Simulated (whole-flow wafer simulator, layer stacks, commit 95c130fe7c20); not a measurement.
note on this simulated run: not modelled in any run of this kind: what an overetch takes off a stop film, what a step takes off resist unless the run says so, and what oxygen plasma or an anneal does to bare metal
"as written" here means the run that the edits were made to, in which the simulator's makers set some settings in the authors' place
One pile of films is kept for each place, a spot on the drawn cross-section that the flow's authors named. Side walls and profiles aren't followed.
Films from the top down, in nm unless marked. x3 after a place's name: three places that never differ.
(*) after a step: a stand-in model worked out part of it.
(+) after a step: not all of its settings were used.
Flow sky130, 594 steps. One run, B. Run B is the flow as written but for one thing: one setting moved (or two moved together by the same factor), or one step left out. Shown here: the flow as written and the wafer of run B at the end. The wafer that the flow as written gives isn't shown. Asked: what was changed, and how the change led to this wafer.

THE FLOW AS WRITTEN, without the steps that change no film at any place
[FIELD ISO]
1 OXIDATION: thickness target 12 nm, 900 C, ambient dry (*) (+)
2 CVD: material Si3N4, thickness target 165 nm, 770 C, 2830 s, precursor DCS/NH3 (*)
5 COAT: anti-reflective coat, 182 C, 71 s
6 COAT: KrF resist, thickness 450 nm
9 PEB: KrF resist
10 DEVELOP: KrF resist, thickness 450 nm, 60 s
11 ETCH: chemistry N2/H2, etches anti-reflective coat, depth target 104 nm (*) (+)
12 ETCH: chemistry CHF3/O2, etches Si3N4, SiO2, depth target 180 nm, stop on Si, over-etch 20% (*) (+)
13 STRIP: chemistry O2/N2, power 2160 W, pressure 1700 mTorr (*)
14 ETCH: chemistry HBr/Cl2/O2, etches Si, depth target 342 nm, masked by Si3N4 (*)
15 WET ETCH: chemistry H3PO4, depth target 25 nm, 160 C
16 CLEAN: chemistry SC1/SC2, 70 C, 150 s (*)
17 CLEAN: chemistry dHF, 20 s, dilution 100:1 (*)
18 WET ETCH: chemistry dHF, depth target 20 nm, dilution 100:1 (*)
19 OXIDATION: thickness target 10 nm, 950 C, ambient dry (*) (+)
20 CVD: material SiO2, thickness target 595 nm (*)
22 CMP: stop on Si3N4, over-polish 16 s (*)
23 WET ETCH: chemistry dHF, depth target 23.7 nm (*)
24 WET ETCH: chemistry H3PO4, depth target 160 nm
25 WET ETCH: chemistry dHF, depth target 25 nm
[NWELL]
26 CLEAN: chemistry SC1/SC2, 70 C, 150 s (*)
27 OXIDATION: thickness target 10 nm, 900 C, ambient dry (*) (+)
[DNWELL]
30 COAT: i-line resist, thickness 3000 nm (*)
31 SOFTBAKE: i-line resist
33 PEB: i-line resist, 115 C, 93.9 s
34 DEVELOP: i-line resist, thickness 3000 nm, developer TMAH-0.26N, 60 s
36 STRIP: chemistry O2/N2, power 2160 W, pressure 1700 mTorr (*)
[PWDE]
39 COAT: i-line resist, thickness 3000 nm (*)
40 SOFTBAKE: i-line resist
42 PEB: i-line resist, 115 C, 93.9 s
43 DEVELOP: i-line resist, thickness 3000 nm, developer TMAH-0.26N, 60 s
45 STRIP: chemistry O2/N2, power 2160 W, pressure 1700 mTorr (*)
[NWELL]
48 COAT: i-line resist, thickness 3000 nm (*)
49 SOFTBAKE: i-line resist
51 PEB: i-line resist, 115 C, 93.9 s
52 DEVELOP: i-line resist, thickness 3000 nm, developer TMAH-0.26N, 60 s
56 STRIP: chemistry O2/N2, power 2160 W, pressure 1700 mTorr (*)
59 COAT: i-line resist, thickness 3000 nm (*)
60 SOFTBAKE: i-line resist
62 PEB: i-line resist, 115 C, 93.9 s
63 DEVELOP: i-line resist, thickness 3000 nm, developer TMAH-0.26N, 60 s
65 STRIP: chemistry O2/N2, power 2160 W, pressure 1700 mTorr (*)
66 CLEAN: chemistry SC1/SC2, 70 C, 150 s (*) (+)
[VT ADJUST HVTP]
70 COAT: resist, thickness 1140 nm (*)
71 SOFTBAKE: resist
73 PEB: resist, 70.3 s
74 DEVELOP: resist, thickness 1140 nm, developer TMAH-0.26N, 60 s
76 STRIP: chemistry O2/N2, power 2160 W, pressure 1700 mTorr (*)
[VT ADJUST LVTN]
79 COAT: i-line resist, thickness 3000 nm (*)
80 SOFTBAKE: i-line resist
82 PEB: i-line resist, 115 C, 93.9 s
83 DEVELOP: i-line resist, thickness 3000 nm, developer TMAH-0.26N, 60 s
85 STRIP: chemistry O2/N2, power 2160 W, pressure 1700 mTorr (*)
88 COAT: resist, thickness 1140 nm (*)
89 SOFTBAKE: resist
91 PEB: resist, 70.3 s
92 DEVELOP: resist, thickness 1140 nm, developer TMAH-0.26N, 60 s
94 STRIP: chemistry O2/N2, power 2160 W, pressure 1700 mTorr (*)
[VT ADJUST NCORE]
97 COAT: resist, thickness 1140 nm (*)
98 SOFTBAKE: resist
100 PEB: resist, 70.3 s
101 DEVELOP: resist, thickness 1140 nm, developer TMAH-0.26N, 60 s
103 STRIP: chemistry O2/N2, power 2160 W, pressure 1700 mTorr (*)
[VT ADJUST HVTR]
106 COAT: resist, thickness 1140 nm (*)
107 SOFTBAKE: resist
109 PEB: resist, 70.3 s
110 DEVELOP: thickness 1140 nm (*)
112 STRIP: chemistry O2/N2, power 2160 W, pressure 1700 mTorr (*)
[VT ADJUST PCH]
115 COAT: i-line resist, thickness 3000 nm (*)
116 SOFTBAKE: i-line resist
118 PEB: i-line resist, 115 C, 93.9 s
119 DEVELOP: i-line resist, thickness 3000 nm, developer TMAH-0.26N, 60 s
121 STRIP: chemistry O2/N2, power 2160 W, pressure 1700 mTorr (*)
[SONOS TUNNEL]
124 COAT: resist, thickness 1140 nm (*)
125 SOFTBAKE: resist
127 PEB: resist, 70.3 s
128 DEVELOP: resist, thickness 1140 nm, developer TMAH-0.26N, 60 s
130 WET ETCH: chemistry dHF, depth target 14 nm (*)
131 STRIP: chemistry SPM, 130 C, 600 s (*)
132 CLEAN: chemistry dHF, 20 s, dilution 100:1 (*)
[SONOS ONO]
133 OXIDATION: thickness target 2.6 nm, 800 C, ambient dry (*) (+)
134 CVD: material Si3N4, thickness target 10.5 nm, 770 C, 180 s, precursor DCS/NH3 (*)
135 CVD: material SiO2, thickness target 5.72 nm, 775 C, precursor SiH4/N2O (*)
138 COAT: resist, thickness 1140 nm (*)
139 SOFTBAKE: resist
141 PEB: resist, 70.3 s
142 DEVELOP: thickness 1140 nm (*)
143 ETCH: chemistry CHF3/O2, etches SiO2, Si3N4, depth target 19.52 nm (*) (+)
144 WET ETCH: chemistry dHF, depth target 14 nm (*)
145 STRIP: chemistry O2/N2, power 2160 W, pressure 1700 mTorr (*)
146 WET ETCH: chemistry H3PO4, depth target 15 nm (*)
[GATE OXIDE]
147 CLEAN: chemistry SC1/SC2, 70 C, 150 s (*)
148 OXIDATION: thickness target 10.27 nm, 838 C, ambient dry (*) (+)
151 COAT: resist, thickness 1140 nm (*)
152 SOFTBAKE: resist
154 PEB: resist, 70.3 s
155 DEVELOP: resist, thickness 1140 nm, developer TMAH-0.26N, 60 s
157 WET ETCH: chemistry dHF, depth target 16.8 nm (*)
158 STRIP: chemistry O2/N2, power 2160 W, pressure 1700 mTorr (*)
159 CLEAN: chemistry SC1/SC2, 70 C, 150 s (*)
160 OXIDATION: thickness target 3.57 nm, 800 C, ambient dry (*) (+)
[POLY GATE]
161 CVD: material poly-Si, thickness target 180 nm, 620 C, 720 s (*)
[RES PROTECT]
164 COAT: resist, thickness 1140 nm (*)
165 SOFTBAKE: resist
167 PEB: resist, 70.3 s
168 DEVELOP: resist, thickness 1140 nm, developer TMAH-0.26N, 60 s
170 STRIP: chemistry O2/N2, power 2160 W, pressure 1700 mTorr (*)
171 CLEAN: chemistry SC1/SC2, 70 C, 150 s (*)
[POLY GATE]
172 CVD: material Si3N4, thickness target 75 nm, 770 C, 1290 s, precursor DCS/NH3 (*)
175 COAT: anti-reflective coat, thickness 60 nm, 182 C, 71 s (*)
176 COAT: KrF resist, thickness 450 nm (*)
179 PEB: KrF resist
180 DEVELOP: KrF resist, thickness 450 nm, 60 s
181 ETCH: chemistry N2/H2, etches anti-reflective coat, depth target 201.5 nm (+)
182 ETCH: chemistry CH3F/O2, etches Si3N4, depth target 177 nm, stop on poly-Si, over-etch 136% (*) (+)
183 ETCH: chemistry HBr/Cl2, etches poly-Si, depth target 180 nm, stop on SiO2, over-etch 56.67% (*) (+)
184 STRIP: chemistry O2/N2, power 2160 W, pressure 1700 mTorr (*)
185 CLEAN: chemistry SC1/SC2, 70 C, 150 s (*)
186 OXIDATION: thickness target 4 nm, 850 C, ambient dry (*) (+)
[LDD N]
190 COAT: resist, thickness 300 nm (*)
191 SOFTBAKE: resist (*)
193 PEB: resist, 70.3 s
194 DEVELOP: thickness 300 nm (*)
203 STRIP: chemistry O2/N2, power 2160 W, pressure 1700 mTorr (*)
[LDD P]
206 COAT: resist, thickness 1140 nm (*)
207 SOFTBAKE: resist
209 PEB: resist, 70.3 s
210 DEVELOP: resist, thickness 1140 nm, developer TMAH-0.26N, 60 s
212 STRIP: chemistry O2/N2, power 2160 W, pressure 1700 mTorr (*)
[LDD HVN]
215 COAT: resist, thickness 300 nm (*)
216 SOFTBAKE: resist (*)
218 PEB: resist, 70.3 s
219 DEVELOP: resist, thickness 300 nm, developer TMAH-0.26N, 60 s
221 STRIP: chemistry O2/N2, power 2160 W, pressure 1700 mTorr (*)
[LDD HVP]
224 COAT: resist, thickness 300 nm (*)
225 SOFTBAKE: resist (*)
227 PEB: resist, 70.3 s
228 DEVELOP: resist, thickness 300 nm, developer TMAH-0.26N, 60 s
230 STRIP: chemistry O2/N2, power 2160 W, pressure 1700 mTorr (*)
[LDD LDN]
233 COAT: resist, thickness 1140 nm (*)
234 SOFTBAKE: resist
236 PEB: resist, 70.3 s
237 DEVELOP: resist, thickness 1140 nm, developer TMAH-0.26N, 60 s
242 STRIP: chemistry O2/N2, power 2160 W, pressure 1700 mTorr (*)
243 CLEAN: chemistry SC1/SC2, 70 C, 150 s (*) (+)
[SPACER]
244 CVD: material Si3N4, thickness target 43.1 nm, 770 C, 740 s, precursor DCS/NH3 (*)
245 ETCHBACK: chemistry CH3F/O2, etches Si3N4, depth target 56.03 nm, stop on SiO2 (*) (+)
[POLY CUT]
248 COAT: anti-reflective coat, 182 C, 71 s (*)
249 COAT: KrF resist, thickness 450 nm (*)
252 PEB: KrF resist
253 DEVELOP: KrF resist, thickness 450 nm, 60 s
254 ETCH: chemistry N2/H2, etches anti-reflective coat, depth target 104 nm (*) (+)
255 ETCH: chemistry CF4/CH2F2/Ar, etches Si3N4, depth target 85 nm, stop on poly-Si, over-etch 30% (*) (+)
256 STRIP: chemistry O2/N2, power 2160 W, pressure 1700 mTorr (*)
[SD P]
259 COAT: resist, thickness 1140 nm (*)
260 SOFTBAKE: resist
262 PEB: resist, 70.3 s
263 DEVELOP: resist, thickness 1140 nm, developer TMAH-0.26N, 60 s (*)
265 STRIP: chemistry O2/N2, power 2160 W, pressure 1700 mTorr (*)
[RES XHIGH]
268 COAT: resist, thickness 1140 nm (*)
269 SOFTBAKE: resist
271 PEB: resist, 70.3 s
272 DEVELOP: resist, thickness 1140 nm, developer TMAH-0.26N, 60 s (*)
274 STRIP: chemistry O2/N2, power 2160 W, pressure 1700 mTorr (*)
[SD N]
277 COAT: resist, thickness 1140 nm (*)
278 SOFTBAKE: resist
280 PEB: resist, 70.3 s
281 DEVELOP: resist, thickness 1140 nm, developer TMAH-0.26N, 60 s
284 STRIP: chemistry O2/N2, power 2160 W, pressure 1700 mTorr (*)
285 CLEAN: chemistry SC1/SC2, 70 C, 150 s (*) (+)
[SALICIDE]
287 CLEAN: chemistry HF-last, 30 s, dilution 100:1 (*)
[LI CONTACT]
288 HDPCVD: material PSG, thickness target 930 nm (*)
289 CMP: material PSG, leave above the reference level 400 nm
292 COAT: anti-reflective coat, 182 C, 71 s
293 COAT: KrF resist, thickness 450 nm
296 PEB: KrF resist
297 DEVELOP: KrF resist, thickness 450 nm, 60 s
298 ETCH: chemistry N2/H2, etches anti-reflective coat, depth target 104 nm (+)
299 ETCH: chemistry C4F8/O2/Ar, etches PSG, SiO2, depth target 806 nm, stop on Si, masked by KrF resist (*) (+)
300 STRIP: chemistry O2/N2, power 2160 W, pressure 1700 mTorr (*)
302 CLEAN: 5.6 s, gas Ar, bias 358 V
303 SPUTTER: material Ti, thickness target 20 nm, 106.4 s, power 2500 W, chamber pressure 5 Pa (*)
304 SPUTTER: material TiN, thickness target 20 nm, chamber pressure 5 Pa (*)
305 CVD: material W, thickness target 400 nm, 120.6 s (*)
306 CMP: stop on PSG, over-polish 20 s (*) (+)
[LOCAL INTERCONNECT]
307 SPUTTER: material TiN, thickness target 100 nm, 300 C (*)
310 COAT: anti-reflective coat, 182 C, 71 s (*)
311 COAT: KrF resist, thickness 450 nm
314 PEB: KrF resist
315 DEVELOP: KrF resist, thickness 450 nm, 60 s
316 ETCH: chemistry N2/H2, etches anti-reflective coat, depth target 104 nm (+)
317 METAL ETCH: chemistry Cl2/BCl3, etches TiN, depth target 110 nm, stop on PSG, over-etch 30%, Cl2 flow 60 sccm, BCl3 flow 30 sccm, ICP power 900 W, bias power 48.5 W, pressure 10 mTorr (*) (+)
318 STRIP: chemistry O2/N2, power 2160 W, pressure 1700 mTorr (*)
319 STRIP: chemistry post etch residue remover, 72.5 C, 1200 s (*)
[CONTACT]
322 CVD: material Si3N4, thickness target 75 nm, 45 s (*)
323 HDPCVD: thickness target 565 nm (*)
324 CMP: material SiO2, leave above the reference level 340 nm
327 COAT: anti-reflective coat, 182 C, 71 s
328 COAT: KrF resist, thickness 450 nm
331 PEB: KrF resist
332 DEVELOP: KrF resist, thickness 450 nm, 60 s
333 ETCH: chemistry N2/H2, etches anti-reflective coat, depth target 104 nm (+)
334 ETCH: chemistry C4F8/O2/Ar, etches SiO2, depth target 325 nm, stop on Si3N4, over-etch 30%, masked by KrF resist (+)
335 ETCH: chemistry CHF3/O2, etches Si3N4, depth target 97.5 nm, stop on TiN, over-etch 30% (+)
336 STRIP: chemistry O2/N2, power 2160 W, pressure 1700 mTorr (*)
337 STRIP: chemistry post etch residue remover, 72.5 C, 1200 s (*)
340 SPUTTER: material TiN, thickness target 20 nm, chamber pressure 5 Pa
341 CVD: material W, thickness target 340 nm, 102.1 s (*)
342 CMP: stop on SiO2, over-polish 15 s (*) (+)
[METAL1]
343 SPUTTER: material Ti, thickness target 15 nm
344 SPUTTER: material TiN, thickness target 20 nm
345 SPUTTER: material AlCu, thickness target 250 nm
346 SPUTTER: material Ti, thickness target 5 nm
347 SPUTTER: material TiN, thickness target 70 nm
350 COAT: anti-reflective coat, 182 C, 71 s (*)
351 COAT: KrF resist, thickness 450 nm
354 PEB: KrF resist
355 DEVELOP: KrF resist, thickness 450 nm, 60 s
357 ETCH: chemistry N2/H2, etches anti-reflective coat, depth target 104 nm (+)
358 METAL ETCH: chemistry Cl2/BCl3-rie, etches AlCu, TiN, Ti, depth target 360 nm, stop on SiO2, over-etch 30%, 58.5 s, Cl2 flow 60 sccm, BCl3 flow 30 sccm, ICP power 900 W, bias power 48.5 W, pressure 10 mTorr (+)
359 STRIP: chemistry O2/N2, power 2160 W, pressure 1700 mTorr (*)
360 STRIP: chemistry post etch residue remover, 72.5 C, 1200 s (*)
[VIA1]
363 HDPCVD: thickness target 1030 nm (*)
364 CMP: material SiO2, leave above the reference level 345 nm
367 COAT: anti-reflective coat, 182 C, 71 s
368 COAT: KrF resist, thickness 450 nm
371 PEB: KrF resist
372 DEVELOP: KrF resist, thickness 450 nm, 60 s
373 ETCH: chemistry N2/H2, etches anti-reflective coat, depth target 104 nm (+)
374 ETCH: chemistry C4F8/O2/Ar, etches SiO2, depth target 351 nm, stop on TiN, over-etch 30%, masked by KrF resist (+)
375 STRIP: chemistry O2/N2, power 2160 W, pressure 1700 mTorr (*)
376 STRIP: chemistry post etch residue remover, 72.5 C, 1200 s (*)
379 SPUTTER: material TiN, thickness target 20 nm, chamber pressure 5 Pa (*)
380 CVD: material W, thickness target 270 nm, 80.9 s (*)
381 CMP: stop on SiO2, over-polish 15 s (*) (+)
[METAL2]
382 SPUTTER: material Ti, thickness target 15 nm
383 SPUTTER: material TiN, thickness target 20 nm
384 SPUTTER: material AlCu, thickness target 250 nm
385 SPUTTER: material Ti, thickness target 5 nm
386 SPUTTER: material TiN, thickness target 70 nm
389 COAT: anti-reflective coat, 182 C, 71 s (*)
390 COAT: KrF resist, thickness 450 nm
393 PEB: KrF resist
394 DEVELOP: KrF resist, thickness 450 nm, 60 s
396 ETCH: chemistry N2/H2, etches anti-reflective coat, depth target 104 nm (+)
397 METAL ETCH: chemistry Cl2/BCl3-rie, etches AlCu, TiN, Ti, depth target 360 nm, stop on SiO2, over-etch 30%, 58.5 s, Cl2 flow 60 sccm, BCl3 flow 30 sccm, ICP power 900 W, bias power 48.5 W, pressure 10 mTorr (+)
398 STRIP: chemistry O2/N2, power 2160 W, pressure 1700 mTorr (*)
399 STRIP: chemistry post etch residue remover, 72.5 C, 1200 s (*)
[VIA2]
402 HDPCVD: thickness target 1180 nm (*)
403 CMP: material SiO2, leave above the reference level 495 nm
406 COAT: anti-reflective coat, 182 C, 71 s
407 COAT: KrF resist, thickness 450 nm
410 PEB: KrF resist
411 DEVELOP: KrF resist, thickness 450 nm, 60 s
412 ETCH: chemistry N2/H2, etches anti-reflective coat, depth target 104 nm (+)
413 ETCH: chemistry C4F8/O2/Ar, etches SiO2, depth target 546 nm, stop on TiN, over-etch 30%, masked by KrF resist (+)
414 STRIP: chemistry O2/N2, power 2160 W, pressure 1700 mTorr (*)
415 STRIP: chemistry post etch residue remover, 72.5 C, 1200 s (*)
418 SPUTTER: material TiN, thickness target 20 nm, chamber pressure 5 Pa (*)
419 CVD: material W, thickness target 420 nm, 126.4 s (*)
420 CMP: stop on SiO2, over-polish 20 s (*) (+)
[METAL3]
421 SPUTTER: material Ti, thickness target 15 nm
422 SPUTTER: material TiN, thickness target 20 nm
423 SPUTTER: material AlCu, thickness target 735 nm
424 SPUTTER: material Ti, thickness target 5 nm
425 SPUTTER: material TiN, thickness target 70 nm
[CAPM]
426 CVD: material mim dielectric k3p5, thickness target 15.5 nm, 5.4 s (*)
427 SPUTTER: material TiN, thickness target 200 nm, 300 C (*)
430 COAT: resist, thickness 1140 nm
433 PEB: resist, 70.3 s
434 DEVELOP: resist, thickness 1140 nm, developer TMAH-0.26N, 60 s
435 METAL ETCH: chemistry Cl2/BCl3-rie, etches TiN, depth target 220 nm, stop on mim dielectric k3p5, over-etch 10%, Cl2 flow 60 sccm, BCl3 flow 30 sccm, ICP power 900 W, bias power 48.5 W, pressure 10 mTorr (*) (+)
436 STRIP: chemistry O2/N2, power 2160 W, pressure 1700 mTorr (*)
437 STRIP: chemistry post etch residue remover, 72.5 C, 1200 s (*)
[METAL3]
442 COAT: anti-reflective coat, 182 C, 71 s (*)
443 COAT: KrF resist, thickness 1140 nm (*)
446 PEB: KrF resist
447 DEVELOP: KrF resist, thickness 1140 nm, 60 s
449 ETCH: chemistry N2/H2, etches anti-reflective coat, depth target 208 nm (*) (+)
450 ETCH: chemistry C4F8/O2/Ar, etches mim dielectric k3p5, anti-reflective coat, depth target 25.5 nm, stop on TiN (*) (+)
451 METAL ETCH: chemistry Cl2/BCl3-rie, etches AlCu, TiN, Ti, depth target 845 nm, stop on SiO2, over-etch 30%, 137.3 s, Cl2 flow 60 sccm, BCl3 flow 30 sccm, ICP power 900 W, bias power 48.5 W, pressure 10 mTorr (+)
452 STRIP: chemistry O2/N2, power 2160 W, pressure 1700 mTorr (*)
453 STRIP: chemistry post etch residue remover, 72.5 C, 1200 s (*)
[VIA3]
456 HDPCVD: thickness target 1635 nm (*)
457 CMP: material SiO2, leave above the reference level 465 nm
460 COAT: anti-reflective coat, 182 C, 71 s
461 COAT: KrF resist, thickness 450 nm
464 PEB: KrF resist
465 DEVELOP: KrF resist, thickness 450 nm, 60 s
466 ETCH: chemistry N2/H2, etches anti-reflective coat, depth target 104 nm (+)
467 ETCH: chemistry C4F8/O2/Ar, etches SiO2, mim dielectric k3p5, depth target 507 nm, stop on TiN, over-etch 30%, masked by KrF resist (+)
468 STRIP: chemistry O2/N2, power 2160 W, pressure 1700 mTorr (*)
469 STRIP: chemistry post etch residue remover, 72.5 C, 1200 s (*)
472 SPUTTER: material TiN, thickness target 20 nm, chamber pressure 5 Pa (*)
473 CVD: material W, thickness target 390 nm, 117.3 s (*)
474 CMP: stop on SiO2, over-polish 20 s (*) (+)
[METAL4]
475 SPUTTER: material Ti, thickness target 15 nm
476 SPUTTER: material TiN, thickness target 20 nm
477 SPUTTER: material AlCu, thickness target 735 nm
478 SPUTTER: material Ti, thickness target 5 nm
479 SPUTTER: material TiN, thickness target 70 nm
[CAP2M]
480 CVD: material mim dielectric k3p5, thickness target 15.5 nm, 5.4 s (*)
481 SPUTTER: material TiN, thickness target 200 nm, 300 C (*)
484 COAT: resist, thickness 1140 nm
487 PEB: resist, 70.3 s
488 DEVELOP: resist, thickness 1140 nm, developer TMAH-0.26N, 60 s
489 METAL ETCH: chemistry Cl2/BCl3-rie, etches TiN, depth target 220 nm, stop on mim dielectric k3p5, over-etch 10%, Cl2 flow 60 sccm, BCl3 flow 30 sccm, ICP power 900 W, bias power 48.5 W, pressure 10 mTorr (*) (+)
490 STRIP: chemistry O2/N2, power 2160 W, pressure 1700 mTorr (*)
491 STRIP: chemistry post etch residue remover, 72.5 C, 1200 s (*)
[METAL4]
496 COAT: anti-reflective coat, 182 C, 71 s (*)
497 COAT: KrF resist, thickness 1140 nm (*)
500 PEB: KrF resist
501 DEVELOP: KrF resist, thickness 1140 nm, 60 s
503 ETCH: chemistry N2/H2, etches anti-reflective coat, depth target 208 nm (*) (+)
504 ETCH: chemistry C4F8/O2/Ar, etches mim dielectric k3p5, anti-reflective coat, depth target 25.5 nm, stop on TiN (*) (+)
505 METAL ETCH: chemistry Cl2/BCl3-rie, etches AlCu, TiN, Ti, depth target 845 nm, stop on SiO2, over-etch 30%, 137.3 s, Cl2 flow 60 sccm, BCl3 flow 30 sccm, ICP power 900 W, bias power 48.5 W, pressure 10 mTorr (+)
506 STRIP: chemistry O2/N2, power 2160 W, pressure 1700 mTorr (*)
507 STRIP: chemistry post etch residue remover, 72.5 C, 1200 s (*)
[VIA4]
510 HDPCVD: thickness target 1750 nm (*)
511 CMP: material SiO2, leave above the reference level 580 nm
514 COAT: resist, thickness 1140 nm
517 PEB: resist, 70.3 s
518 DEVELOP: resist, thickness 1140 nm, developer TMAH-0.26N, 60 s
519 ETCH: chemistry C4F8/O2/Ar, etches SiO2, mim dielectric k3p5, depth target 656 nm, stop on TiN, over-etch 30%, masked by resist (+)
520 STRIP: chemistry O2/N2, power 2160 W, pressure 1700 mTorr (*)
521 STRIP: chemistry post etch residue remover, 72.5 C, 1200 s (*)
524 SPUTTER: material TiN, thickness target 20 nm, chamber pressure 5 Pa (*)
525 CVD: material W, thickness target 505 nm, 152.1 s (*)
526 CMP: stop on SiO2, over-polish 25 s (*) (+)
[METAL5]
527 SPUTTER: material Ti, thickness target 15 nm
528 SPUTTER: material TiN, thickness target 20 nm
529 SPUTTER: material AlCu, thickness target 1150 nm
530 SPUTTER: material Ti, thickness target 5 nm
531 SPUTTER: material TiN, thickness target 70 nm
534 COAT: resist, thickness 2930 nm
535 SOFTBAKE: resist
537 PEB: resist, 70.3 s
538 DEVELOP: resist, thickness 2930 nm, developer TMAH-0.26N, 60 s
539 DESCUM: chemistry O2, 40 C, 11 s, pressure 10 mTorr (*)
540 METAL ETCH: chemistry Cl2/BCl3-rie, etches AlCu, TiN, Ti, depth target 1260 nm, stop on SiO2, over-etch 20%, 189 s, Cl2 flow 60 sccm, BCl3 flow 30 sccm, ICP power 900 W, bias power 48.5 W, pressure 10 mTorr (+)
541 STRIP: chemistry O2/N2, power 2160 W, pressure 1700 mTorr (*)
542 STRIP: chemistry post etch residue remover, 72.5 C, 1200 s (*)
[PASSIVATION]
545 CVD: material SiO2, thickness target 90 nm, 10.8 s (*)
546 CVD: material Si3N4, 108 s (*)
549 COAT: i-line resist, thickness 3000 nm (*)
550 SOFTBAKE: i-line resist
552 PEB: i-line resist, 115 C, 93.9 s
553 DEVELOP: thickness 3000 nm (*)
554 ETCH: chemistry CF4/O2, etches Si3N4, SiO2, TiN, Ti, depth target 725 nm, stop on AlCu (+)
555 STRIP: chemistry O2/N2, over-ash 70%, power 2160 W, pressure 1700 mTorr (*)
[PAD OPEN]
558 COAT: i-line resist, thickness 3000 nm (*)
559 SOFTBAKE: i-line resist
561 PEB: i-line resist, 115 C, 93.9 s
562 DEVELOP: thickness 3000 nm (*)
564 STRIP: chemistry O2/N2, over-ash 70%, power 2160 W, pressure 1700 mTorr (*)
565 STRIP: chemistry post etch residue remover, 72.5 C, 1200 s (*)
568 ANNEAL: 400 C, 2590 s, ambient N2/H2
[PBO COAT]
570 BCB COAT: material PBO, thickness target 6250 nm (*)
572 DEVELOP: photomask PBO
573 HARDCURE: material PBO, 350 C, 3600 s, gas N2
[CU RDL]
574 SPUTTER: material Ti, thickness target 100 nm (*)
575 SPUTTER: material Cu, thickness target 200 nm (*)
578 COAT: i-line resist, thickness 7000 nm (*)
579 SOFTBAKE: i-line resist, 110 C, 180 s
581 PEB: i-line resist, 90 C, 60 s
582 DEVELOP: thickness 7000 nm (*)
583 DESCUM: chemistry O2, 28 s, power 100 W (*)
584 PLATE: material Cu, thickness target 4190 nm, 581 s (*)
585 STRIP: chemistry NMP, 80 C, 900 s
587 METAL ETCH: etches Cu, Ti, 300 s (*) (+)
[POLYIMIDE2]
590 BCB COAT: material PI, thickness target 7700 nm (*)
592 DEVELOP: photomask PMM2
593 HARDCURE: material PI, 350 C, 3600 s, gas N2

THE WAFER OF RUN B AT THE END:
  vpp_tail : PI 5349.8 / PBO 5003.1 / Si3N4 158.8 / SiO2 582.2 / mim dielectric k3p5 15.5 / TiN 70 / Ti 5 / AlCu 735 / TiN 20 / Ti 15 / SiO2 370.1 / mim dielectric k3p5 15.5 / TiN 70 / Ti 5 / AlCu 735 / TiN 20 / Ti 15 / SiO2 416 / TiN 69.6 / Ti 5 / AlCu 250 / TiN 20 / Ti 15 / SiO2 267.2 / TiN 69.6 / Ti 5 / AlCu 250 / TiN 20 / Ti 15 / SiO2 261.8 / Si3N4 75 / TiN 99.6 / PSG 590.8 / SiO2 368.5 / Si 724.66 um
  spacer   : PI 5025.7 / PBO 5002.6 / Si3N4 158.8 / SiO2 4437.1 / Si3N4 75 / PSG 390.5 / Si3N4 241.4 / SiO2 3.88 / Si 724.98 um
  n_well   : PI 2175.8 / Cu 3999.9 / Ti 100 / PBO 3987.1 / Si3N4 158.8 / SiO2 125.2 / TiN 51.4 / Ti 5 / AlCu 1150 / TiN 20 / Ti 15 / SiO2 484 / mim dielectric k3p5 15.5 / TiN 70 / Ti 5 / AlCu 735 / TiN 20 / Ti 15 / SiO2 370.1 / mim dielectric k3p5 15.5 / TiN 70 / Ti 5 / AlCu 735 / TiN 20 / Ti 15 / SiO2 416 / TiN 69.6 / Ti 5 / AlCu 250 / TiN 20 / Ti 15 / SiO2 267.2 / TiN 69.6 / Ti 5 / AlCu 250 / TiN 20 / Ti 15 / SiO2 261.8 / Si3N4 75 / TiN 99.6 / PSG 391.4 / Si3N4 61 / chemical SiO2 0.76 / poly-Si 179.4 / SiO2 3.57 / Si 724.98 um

The cause: step 531, SPUTTER: thickness target 51.8 nm was run, where the flow has thickness target 70 nm.

How the change led to this, step by step:
  531 SPUTTER: material TiN, thickness target 70 nm
      field, active, n_well and 190 more: TiN +51.8 (new film) (as written it would be: TiN +70 (new film))
  540 METAL ETCH: chemistry Cl2/BCl3-rie, etches AlCu, TiN, Ti, depth target 1260 nm, stop on SiO2, over-etch 20%, 189 s, Cl2 flow 60 sccm, BCl3 flow 30 sccm, ICP power 900 W, bias power 48.5 W, pressure 10 mTorr (+)
      field, active, gate and 175 more: TiN -51.8 (all of it), Ti -5 (all of it), AlCu -1150 (all of it), TiN -20 (all of it), Ti -15 (all of it), SiO2 -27 (as written it would be: TiN -70 (all of it), Ti -5 (all of it), AlCu -1150 (all of it), TiN -20 (all of it), Ti -15 (all of it), SiO2 -25.2)
  550 SOFTBAKE: i-line resist
      gate: i-line resist -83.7 (as written it would be: i-line resist -85.5)
      spacer: i-line resist -95.4 (as written it would be: i-line resist -97.5)
      (and at 12 more places)
  554 ETCH: chemistry CF4/O2, etches Si3N4, SiO2, TiN, Ti, depth target 725 nm, stop on AlCu (+)
      field, active, n_well and 189 more: i-line resist -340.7 (as written it would be: i-line resist -358.9)
      pad: Si3N4 -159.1 (all of it), SiO2 -125.2 (all of it), TiN -51.4 (all of it), Ti -5 (all of it) (as written it would be: Si3N4 -159.1 (all of it), SiO2 -125.2 (all of it), TiN -69.6 (all of it), Ti -5 (all of it))
  555 STRIP: chemistry O2/N2, over-ash 70%, power 2160 W, pressure 1700 mTorr (*)
      n_well, p_well, sd_n, sd_p: i-line resist -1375 (all of it) (as written it would be: i-line resist -1340.8 (all of it))
      m1: i-line resist -1398 (all of it) (as written it would be: i-line resist -1364.1 (all of it))
      (and at 8 more places)
  559 SOFTBAKE: i-line resist
      gate: i-line resist -83.7 (as written it would be: i-line resist -85.5)
      m1: i-line resist -99.4 (as written it would be: i-line resist -101.5)
      (and at 12 more places)
